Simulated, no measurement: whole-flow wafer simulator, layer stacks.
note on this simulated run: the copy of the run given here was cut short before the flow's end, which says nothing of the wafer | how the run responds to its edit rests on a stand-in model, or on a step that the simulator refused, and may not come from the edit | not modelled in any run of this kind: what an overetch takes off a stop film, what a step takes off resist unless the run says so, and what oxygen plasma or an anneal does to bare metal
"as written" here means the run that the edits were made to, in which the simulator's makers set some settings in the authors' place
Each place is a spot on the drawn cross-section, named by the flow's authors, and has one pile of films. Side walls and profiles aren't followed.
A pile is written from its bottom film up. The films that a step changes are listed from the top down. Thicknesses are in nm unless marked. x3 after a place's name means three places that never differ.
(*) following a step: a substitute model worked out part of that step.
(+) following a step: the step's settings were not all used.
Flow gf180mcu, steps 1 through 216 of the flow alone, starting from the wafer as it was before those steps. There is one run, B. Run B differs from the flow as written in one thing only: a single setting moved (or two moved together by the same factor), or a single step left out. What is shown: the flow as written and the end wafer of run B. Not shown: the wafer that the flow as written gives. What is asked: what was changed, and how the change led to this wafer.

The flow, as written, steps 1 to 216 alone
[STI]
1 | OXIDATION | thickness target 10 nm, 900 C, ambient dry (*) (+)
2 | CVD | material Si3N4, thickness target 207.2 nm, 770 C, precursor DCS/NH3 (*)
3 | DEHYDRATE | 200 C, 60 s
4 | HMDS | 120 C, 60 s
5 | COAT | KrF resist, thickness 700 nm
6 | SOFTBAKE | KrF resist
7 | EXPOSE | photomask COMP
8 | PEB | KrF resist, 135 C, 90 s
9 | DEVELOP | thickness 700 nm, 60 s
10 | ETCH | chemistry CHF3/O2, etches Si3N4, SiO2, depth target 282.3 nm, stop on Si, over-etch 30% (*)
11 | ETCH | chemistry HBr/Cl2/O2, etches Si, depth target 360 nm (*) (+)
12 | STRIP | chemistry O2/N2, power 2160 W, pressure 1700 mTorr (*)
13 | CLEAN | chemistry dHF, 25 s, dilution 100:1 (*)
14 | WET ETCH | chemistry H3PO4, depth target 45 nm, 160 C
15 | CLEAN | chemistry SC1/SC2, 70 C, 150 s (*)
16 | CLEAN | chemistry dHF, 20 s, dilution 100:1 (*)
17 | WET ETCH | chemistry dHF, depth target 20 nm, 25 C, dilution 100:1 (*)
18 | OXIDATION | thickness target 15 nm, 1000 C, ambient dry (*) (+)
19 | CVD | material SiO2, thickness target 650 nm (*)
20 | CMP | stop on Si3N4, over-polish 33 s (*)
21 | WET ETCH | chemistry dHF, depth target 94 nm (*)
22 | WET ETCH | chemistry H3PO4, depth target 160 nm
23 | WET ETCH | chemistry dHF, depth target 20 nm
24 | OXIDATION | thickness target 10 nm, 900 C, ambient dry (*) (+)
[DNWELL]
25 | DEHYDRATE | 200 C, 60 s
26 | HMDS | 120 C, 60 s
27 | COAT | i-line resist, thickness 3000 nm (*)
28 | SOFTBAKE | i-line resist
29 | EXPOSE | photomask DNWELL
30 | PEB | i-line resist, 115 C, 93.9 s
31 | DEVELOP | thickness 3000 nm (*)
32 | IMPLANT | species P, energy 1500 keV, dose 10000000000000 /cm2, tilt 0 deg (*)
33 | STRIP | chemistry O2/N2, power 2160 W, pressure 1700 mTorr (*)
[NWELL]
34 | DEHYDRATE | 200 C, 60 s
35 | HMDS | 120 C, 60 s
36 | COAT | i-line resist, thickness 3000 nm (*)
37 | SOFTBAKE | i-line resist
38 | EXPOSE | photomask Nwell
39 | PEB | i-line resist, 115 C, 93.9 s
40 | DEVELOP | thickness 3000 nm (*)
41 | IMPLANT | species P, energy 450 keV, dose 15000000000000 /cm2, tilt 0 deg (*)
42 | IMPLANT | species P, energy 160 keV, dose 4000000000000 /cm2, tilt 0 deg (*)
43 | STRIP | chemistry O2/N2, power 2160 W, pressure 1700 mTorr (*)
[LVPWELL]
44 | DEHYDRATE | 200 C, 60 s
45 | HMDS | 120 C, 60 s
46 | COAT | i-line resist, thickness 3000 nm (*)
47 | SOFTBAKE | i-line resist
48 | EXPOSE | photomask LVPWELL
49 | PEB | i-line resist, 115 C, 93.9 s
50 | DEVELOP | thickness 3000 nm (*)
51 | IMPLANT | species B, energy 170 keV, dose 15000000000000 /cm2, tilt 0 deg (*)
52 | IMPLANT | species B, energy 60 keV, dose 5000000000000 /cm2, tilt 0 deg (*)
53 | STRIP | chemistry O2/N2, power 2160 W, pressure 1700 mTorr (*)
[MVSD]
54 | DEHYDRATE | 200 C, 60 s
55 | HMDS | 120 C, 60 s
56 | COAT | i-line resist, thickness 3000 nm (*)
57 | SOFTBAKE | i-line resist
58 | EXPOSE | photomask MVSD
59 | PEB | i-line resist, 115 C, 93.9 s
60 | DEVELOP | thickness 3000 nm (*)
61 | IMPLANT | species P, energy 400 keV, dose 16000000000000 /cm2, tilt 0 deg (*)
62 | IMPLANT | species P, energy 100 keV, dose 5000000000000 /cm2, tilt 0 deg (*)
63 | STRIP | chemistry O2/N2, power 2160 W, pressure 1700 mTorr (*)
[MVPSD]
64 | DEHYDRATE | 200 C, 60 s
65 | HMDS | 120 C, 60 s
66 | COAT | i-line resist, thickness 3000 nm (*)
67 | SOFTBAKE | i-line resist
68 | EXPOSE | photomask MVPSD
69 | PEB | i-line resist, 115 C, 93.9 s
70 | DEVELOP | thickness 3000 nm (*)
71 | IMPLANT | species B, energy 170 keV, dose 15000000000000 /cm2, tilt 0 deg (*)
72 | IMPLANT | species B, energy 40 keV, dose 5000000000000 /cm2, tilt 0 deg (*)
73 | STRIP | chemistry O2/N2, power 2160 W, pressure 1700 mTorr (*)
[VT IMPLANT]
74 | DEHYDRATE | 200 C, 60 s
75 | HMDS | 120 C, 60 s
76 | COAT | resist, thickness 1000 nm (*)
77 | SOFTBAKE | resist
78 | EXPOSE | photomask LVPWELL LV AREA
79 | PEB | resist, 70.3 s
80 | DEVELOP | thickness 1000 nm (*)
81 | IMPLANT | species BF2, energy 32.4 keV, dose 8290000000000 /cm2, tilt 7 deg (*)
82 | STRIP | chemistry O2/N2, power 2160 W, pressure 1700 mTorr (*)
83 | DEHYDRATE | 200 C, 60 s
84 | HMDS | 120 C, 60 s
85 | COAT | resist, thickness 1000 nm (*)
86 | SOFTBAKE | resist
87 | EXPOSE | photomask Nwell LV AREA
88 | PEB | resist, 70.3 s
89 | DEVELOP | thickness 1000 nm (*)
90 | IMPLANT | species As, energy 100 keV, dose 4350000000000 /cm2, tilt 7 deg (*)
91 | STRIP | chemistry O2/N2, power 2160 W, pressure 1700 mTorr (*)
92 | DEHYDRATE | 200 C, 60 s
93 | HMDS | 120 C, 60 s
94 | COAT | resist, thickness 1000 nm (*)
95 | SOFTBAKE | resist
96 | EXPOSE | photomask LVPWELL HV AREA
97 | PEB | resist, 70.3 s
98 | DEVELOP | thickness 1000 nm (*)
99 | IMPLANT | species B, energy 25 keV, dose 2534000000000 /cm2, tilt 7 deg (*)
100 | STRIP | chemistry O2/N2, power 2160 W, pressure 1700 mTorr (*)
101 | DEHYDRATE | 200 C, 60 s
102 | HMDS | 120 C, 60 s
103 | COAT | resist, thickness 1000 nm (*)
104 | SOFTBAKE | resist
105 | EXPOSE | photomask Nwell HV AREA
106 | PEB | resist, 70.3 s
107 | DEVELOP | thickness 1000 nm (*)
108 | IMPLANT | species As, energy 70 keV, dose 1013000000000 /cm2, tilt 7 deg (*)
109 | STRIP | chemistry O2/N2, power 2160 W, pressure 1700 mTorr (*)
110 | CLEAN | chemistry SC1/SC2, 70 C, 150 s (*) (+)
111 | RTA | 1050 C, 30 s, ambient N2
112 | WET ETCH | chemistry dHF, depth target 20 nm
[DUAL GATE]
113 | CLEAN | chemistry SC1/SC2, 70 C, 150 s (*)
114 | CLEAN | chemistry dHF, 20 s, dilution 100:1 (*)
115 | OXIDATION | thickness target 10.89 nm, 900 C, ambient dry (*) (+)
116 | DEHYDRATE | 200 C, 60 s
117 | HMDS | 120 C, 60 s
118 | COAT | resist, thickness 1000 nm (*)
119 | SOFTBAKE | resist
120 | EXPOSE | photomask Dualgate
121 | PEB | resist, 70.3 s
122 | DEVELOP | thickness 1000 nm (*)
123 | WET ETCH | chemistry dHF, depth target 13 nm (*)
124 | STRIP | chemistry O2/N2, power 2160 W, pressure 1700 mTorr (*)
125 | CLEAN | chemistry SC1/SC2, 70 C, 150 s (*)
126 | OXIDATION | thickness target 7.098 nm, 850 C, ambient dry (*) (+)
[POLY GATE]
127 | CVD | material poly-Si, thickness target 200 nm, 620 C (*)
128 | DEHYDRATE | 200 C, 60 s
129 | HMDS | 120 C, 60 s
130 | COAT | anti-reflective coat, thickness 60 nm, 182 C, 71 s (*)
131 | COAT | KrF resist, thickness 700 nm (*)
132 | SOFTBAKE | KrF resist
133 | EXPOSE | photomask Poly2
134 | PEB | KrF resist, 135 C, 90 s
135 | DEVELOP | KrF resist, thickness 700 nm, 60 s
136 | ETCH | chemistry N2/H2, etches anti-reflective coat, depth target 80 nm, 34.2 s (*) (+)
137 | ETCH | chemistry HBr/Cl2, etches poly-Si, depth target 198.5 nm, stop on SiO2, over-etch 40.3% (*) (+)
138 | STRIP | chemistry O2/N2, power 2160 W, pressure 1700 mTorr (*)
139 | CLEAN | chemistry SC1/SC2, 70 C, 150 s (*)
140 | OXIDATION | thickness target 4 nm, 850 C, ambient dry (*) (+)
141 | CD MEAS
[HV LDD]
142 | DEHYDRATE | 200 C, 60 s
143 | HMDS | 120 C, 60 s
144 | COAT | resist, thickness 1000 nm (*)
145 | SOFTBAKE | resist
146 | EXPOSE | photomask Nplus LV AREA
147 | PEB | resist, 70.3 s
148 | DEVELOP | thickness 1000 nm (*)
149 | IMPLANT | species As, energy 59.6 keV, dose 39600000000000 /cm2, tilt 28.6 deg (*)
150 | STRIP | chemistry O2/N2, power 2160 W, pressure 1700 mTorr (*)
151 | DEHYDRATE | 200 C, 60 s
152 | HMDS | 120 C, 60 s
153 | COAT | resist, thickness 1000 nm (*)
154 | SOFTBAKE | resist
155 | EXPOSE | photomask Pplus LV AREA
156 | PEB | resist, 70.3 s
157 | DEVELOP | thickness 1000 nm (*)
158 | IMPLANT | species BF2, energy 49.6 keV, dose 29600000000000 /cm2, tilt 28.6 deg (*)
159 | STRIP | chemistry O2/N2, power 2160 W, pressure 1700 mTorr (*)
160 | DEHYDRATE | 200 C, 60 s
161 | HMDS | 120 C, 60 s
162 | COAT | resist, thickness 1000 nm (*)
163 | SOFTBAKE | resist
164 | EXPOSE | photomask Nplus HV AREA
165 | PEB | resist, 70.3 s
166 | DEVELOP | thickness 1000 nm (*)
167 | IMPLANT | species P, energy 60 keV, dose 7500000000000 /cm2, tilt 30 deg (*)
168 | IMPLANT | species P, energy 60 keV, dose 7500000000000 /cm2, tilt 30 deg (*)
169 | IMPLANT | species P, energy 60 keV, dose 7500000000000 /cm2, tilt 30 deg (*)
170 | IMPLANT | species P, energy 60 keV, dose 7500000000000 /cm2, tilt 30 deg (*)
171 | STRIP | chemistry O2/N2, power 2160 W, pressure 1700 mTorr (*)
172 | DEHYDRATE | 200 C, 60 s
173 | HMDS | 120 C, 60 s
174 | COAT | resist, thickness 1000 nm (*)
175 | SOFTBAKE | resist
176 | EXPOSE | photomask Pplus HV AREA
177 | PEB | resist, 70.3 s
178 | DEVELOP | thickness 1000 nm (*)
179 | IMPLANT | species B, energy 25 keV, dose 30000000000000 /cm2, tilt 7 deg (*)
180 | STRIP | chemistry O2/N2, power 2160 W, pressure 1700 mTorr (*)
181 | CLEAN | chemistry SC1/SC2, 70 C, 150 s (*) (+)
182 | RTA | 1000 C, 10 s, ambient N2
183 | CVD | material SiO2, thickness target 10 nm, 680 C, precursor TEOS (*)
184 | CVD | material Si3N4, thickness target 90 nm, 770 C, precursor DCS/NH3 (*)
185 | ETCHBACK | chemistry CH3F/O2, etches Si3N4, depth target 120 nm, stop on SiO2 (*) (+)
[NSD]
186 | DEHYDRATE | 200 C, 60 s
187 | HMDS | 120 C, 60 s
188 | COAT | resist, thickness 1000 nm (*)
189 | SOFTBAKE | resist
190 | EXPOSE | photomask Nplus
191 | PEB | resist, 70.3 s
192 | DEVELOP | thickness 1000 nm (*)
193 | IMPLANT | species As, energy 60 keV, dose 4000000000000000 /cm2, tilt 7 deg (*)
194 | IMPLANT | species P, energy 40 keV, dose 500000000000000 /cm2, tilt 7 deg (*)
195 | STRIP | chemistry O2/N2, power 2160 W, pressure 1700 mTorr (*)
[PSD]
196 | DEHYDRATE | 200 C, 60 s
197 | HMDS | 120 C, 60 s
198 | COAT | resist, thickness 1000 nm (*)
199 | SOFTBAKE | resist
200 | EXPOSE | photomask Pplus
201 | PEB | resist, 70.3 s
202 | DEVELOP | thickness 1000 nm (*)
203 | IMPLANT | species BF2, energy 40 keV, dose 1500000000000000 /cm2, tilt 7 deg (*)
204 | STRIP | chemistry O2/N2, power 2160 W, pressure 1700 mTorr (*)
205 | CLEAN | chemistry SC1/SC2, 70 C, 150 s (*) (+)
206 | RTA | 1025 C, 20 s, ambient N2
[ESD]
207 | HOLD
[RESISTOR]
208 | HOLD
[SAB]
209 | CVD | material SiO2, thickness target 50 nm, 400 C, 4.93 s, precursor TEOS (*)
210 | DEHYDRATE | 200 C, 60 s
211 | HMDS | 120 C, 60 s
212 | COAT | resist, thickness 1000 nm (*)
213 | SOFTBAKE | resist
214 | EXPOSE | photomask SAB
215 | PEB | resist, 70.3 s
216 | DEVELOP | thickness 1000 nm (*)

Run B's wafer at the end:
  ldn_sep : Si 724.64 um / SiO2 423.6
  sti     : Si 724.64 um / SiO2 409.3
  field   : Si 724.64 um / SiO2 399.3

What caused this: step 23, WET ETCH: depth target 31 nm was run, while the flow as written has depth target 20 nm.

How this came from the change, step by step:
  23 | WET ETCH | chemistry dHF, depth target 20 nm
      field, field_sub, sti and 34 more: SiO2 loses 40.3 (it would be, as written: SiO2 loses 26)
  28 | SOFTBAKE | i-line resist
      nw_enc_fld: i-line resist gains 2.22 (it would be, as written: i-line resist loses 1.36)
      ldn_fp, ldn_drn: i-line resist gains 3.13 (it would be, as written: i-line resist gains 4.83)
      (also at 42 further places)
  37 | SOFTBAKE | i-line resist
      nw_enc_fld: i-line resist gains 2.22 (it would be, as written: i-line resist loses 1.36)
      ldn_fp, ldn_drn: i-line resist gains 3.13 (it would be, as written: i-line resist gains 4.83)
      (also at 42 further places)
  47 | SOFTBAKE | i-line resist
      nw_enc_fld: i-line resist gains 2.22 (it would be, as written: i-line resist loses 1.36)
      ldn_fp, ldn_drn: i-line resist gains 3.13 (it would be, as written: i-line resist gains 4.83)
      (also at 42 further places)
  57 | SOFTBAKE | i-line resist
      nw_enc_fld: i-line resist gains 2.22 (it would be, as written: i-line resist loses 1.36)
      ldn_fp, ldn_drn: i-line resist gains 3.13 (it would be, as written: i-line resist gains 4.83)
      (also at 42 further places)
  67 | SOFTBAKE | i-line resist
      nw_enc_fld: i-line resist gains 2.22 (it would be, as written: i-line resist loses 1.36)
      ldn_fp, ldn_drn: i-line resist gains 3.13 (it would be, as written: i-line resist gains 4.83)
      (also at 42 further places)
  77 | SOFTBAKE | resist
      field_sub__w2: resist loses 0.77 (it would be, as written: resist loses 1.34)
      ld_gate_p: resist gains 0.75 (it would be, as written: resist gains 1.26)
      (also at 5 further places)
  86 | SOFTBAKE | resist
      field_sub__w2: resist loses 0.77 (it would be, as written: resist loses 1.34)
      ld_gate_p: resist gains 0.75 (it would be, as written: resist gains 1.26)
      (also at 5 further places)
  95 | SOFTBAKE | resist
      field_sub__w2: resist loses 0.77 (it would be, as written: resist loses 1.34)
      ld_gate_p: resist gains 0.75 (it would be, as written: resist gains 1.26)
      (also at 5 further places)
  104 | SOFTBAKE | resist
      field_sub__w2: resist loses 0.77 (it would be, as written: resist loses 1.34)
      ld_gate_p: resist gains 0.75 (it would be, as written: resist gains 1.26)
      (also at 5 further places)
  119 | SOFTBAKE | resist
      field: resist gains 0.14 (it would be, as written: resist loses 0.37)
      field_sub__w2: nothing (it would be, as written: resist loses 0.62)
      (also at 7 further places)
  130 | COAT | anti-reflective coat, thickness 60 nm, 182 C, 71 s (*)
      p_well, spacer, sd_n: anti-reflective coat gains 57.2 (new film) (it would be, as written: anti-reflective coat gains 70.9 (new film))
      ldn_ch, ldp_ch: anti-reflective coat gains 61.9 (new film) (it would be, as written: anti-reflective coat gains 66.7 (new film))
      (also at 73 further places)
  136 | ETCH | chemistry N2/H2, etches anti-reflective coat, depth target 80 nm, 34.2 s (*) (+)
      p_well, spacer, sd_n: anti-reflective coat loses 57.2 (all of it), poly-Si loses 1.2 (it would be, as written: anti-reflective coat loses 70.9 (all of it), poly-Si loses 0.85)
      field__w1: anti-reflective coat loses 58.3 (all of it), poly-Si loses 1.17 (it would be, as written: anti-reflective coat loses 50.8 (all of it), poly-Si loses 1.37)
      (also at 51 further places)
  138 | STRIP | chemistry O2/N2, power 2160 W, pressure 1700 mTorr (*)
      gate: chemical SiO2 gains 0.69 (new film), KrF resist loses 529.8 (all of it), anti-reflective coat loses 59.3 (all of it), poly-Si loses 0.3 (it would be, as written: chemical SiO2 gains 0.68 (new film), KrF resist loses 531.7 (all of it), anti-reflective coat loses 65.5 (all of it), poly-Si loses 0.3)
      gate_hv: chemical SiO2 gains 0.69 (new film), KrF resist loses 524.7 (all of it), anti-reflective coat loses 58.9 (all of it), poly-Si loses 0.3 (it would be, as written: chemical SiO2 gains 0.68 (new film), KrF resist loses 528.4 (all of it), anti-reflective coat loses 61 (all of it), poly-Si loses 0.3)
      (also at 21 further places)
  144 | COAT | resist, thickness 1000 nm (*)
      field__w6: resist gains 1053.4 (new film) (it would be, as written: resist gains 1022.5 (new film))
  145 | SOFTBAKE | resist
      field: resist gains 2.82 (it would be, as written: resist loses 0.3)
      nw_enc_fld_lv__w3: resist loses 1 (it would be, as written: resist gains 2.63)
      (also at 11 further places)
  ... 16 other steps ...
  213 | SOFTBAKE | resist
      nw_enc_fld_lv__w3: resist loses 2.01 (it would be, as written: resist gains 1.83)
      iso_ptap_sub: nothing (it would be, as written: resist gains 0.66)
      (also at 12 further places)
